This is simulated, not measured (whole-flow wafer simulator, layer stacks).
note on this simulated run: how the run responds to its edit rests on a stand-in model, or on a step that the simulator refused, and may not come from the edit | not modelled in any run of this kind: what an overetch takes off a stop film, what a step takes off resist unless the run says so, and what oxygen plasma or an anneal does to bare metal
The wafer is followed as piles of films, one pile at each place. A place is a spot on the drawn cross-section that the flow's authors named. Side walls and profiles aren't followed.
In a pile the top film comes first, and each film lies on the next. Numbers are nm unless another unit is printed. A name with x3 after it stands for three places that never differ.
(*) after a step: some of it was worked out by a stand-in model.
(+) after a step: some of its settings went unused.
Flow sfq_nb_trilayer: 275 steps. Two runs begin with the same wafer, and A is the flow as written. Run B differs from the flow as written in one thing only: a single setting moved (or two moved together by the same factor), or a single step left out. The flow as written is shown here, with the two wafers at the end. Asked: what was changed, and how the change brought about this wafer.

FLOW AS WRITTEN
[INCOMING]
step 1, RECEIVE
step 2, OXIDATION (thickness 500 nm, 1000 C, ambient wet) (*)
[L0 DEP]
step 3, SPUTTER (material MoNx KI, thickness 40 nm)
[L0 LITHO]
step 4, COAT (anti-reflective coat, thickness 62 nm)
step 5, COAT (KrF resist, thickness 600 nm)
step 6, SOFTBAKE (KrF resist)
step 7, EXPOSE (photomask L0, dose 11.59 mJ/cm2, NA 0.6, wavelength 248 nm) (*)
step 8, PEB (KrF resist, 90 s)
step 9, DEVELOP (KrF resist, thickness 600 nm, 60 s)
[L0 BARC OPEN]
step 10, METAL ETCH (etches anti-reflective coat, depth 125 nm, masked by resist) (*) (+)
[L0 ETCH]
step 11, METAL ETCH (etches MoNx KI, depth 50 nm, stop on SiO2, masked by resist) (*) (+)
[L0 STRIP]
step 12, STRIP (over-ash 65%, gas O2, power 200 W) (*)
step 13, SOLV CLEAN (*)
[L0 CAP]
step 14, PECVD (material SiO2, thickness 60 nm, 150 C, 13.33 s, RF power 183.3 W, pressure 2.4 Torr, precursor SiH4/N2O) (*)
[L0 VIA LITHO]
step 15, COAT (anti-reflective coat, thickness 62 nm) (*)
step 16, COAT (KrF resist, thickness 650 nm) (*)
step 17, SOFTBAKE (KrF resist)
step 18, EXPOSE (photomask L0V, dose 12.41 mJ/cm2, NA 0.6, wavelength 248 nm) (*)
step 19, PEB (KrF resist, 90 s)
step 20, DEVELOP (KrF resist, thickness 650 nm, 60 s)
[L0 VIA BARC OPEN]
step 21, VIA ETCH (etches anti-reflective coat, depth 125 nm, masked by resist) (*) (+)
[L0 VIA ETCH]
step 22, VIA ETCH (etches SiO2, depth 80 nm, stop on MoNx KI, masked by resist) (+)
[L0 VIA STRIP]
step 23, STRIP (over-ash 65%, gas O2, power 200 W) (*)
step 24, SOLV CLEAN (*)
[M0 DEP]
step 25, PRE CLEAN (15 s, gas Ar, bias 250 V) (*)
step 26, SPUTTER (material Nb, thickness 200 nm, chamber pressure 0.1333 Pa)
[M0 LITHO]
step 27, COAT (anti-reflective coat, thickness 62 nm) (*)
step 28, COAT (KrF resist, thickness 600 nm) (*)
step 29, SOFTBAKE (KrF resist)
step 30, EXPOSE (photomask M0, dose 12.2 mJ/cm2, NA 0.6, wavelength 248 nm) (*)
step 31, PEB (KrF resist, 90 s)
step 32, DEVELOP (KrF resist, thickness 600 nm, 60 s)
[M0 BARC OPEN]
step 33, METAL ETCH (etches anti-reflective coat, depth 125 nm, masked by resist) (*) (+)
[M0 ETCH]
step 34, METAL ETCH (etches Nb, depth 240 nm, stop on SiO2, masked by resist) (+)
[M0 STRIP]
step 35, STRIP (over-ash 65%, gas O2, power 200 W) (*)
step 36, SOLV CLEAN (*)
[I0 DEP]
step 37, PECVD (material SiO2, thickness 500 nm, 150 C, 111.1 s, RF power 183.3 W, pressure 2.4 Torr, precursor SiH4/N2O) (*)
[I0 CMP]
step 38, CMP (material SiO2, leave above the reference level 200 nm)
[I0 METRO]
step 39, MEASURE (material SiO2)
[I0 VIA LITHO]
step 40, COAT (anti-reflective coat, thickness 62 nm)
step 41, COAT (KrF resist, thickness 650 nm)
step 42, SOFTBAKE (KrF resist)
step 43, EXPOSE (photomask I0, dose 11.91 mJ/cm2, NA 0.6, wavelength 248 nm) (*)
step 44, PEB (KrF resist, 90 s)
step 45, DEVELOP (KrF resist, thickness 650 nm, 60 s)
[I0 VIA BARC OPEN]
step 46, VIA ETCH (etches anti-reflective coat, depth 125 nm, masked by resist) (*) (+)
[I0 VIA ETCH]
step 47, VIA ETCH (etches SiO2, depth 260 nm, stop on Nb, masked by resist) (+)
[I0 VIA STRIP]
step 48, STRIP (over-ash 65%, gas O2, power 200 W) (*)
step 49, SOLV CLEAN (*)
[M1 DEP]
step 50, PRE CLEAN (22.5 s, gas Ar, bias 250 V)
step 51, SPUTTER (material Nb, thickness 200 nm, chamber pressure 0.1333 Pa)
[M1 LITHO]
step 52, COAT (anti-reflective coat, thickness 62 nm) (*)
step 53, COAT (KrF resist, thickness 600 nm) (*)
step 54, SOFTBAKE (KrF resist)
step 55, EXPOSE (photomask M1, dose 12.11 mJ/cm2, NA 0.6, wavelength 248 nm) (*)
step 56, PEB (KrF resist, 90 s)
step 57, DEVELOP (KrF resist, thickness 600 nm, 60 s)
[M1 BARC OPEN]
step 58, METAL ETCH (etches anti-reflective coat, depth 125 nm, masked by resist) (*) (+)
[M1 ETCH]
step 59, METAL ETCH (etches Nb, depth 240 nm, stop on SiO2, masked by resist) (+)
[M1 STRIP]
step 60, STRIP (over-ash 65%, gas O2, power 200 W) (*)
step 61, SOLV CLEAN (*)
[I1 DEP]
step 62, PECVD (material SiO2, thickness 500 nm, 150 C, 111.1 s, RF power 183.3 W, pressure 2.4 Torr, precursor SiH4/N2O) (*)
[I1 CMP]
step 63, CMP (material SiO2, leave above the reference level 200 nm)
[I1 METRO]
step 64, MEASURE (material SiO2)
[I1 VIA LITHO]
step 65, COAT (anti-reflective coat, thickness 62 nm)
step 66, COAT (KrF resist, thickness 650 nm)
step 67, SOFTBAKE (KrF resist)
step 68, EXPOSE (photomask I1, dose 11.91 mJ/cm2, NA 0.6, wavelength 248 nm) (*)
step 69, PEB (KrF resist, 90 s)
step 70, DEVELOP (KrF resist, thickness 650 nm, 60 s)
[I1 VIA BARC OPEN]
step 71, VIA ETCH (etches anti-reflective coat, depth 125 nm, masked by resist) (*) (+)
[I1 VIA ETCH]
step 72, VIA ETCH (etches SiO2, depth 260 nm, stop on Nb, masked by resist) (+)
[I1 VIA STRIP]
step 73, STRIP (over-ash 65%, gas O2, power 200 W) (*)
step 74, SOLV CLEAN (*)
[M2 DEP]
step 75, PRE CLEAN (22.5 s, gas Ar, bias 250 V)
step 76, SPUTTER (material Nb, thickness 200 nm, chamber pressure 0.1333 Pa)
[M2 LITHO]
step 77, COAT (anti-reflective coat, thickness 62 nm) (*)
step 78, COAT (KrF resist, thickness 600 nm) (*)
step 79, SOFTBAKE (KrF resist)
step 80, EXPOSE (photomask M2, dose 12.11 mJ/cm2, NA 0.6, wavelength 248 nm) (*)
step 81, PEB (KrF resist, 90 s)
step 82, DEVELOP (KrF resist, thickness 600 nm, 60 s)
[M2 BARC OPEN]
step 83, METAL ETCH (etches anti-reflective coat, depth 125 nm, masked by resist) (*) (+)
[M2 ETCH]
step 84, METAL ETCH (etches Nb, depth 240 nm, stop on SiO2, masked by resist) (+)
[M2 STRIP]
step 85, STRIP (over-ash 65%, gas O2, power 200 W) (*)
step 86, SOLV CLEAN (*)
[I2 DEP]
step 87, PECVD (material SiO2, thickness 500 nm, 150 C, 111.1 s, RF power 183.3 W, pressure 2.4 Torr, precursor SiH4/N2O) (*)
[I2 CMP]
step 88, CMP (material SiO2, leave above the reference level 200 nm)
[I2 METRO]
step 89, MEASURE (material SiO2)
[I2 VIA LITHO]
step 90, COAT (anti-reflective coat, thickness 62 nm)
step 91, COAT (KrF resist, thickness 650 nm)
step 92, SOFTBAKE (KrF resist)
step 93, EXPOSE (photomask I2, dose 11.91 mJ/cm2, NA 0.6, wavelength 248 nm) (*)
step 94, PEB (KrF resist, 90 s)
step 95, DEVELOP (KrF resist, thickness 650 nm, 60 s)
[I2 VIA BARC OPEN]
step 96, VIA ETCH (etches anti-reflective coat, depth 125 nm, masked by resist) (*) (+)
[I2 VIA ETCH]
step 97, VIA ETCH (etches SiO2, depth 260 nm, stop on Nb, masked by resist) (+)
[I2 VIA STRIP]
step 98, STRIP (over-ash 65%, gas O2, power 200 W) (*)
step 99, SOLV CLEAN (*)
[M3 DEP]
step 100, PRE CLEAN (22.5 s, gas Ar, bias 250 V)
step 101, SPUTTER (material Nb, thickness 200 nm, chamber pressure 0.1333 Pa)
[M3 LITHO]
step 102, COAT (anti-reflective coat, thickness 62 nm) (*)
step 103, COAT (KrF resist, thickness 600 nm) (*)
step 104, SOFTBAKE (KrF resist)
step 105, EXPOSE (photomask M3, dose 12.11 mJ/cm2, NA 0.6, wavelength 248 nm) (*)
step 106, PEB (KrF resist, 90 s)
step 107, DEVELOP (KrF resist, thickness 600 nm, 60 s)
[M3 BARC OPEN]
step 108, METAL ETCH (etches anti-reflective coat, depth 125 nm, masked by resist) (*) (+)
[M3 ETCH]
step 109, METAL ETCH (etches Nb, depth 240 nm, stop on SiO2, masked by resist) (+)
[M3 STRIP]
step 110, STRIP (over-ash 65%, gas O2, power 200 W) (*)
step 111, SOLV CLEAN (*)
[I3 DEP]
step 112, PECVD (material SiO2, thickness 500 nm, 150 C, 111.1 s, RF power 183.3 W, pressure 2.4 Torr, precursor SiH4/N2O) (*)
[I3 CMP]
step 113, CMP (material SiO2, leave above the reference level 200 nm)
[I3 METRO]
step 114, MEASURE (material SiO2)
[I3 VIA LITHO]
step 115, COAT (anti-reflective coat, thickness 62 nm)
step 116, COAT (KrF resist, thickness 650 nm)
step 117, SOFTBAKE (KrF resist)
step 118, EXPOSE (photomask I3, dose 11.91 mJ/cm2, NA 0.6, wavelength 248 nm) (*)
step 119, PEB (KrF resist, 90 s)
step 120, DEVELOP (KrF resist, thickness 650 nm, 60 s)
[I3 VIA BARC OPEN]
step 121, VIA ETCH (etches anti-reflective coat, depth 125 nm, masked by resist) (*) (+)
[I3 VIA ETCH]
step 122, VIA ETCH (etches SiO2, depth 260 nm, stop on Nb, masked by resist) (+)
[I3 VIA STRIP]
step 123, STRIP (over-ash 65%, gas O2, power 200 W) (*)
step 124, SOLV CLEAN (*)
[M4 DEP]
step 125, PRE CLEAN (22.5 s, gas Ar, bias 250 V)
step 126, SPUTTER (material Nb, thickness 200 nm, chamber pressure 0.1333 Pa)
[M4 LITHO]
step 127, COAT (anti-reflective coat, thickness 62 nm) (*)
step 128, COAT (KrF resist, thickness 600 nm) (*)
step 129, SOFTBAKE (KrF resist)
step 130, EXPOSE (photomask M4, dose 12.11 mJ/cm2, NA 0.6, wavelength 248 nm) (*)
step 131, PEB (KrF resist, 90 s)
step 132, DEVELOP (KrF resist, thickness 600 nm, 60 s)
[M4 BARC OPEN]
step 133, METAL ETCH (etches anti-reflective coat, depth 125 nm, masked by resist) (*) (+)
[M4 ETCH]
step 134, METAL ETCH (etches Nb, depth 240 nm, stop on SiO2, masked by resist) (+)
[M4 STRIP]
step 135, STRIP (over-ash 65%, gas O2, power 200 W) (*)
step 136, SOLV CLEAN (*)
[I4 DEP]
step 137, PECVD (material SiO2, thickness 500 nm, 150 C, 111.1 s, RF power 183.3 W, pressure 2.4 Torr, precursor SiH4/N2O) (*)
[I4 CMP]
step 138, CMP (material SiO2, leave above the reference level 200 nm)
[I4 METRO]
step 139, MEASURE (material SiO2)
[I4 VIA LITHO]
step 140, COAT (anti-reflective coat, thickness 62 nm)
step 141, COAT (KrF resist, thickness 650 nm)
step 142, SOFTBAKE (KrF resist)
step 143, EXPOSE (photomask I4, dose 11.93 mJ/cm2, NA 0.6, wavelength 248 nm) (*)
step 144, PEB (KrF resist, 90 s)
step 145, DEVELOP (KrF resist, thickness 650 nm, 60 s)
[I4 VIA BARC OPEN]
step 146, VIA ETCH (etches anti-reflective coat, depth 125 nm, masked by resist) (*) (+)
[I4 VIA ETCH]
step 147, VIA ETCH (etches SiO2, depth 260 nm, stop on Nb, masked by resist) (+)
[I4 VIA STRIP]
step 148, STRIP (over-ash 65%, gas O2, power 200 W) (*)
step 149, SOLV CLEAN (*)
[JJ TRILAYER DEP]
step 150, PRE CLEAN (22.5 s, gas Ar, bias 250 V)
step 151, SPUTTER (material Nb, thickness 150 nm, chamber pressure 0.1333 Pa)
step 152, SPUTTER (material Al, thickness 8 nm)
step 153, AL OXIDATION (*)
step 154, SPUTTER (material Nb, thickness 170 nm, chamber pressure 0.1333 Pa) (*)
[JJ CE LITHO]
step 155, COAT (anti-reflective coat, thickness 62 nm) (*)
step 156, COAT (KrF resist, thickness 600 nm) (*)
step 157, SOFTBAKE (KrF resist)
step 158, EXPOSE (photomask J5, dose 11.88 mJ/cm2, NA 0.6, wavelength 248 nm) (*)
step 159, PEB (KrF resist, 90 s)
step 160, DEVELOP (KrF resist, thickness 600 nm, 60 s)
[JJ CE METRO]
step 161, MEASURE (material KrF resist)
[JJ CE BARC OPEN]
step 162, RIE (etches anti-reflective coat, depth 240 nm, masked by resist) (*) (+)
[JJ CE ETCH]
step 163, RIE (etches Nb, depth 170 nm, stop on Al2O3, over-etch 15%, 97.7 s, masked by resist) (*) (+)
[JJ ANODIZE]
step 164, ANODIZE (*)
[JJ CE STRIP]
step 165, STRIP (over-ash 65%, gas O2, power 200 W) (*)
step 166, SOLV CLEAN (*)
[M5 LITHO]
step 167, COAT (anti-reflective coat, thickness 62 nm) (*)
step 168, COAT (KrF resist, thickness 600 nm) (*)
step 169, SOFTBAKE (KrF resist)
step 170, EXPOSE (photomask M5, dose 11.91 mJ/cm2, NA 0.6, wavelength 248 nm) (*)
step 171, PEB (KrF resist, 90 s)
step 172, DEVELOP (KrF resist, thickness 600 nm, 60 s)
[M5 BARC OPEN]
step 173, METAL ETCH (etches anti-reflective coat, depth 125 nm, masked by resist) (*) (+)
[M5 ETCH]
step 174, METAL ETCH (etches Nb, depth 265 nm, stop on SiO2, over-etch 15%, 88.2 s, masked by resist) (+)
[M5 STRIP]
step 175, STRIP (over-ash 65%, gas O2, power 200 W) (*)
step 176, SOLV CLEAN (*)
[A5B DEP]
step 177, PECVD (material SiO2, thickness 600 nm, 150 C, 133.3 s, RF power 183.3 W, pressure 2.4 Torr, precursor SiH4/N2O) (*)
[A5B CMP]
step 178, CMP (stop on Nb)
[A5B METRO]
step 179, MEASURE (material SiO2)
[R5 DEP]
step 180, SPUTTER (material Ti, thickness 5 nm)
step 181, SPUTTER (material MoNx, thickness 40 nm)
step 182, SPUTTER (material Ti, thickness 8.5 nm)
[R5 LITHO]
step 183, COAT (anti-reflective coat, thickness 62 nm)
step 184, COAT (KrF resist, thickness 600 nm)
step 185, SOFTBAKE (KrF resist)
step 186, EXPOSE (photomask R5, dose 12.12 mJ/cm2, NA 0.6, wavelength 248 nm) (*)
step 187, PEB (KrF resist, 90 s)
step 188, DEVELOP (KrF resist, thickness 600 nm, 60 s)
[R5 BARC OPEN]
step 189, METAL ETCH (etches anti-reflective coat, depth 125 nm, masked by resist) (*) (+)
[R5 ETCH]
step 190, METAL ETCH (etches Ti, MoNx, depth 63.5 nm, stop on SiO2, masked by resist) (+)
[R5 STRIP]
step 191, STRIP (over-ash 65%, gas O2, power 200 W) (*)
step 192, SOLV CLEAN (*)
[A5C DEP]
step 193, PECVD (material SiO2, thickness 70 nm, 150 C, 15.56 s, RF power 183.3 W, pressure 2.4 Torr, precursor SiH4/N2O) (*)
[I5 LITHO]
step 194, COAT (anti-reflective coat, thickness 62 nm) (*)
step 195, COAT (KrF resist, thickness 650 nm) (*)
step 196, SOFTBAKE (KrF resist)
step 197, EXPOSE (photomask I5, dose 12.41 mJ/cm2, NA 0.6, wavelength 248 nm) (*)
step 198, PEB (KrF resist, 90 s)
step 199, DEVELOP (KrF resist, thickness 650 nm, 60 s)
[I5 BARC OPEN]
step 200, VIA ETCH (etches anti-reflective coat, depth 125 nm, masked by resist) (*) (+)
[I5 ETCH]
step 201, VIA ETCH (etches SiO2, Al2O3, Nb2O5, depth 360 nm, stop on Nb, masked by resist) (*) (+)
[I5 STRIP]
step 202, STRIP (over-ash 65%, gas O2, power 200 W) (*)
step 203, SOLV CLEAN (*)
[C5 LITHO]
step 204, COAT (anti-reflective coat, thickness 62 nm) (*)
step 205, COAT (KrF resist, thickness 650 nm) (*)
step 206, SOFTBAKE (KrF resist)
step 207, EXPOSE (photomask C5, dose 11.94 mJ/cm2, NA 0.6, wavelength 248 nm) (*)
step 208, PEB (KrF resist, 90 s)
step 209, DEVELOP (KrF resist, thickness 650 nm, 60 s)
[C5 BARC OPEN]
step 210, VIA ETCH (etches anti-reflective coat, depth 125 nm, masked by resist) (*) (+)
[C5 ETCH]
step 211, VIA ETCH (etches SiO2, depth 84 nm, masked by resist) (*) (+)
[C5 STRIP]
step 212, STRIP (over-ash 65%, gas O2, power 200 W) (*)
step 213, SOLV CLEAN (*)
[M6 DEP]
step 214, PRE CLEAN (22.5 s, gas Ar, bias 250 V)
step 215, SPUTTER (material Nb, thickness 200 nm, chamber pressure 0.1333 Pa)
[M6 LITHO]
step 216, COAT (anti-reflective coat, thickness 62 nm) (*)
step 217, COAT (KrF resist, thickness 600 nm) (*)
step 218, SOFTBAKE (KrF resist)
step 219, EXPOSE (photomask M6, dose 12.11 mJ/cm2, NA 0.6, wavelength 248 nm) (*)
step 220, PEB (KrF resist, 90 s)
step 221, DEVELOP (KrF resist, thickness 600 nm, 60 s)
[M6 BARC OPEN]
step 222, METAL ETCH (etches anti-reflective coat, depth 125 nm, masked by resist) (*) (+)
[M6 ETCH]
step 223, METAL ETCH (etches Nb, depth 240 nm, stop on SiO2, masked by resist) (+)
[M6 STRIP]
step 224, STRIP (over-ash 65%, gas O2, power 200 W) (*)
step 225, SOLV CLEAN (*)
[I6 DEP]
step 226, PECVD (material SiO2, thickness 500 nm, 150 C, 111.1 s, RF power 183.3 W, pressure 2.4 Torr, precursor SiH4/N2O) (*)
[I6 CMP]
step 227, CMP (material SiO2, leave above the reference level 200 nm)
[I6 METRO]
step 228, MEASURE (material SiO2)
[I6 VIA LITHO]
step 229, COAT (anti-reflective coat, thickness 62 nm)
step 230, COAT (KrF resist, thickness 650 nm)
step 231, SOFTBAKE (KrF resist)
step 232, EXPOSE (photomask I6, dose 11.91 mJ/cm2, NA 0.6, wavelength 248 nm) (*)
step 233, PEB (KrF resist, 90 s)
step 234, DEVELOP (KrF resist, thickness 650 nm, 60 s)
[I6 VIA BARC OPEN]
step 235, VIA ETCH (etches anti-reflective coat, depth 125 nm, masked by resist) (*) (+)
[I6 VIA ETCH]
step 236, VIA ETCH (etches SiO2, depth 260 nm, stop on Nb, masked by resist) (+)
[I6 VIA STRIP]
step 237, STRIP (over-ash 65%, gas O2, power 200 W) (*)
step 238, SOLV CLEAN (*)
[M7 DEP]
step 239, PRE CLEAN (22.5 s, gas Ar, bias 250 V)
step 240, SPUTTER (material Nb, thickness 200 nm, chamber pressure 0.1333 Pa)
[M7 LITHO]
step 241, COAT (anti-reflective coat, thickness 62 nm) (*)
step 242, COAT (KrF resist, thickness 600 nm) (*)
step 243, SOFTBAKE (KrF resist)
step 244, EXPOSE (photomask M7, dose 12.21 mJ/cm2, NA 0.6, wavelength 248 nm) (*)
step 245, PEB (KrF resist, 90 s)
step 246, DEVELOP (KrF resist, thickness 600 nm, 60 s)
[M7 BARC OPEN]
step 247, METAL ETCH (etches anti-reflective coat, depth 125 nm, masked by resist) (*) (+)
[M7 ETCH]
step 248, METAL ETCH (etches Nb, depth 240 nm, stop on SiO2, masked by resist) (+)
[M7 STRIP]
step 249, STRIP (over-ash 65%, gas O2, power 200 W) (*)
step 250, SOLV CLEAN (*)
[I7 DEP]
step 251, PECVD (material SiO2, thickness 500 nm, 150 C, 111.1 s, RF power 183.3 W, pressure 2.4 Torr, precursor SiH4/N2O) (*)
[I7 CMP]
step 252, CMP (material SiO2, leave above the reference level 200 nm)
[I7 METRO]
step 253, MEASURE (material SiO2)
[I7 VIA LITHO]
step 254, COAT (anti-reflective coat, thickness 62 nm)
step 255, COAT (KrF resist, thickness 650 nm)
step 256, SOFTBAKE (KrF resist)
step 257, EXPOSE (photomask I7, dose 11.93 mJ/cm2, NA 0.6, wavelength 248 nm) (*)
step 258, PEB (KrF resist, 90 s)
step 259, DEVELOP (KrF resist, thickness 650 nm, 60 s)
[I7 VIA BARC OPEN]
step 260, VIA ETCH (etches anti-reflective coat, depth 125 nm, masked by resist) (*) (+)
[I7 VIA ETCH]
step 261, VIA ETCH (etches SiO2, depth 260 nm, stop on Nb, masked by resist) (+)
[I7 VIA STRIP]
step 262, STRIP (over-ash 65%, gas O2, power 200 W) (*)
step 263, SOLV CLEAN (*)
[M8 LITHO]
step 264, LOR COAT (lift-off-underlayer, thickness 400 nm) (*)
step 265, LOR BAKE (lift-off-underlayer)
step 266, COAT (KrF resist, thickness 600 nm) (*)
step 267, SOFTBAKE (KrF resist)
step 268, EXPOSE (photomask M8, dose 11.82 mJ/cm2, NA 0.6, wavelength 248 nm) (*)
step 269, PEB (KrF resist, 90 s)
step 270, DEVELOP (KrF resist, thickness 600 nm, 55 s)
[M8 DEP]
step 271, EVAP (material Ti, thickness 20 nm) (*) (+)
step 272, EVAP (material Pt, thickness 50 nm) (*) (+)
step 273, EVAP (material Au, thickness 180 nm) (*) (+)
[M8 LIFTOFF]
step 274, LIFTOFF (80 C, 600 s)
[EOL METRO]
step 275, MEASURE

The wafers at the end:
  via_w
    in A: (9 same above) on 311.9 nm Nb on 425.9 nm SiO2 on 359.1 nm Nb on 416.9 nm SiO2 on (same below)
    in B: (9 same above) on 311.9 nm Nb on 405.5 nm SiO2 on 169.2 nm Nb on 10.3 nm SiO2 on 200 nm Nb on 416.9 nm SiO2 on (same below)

The reason: step 97, VIA ETCH: depth 182 nm was run, whereas the flow has depth 260 nm.

The path from the change to this, step by step:
  step 97, VIA ETCH (etches SiO2, depth 260 nm, stop on Nb, masked by resist) (+)
      via_w: A -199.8 SiO2 (all of it) | B -182 SiO2
      field_l, v_sur, via_wl and 102 more: A -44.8 KrF resist | B -31.4 KrF resist
  step 98, STRIP (over-ash 65%, gas O2, power 200 W) (*)
      field_l, v_sur, via_wl and 102 more: A -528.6 KrF resist (all of it), -62 anti-reflective coat (all of it) | B -542.1 KrF resist (all of it), -62 anti-reflective coat (all of it)
  step 100, PRE CLEAN (22.5 s, gas Ar, bias 250 V)
      via_w: A -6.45 Nb | B -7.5 SiO2
  step 101, SPUTTER (material Nb, thickness 200 nm, chamber pressure 0.1333 Pa)
      via_w: A +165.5 Nb | B +169.2 Nb (new film)
  step 102, COAT (anti-reflective coat, thickness 62 nm) (*)
      via_wl, via_wr: A +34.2 anti-reflective coat (new film) | B +26.1 anti-reflective coat (new film)
      v_sur: A +61.1 anti-reflective coat (new film) | B +58.4 anti-reflective coat (new film)
      (also at 2 further places)
  step 110, STRIP (over-ash 65%, gas O2, power 200 W) (*)
      v_sur: A -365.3 KrF resist (all of it), -61.1 anti-reflective coat (all of it) | B -367.2 KrF resist (all of it), -58.4 anti-reflective coat (all of it)
      via_wl: A -384.2 KrF resist (all of it), -34.2 anti-reflective coat (all of it) | B -391.6 KrF resist (all of it), -26.1 anti-reflective coat (all of it)
      (also at 3 further places)
  step 112, PECVD (material SiO2, thickness 500 nm, 150 C, 111.1 s, RF power 183.3 W, pressure 2.4 Torr, precursor SiH4/N2O) (*)
      via_w: A +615 SiO2 (new film) | B +570 SiO2 (new film)
  step 113, CMP (material SiO2, leave above the reference level 200 nm)
      via_w: A -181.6 SiO2 | B -157.1 SiO2
Taking metal films that touch as one body, via_w has 6 bodies (between them, from the top down: SiO2 192.5; SiO2 427.3 / Al2O3 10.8 / Nb2O5 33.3; SiO2 405.5; SiO2 10.3; SiO2 416.9); the flow as written gives 5 bodies (between them, from the top down: SiO2 192.5; SiO2 427.3 / Al2O3 10.8 / Nb2O5 33.3; SiO2 425.9; SiO2 416.9).
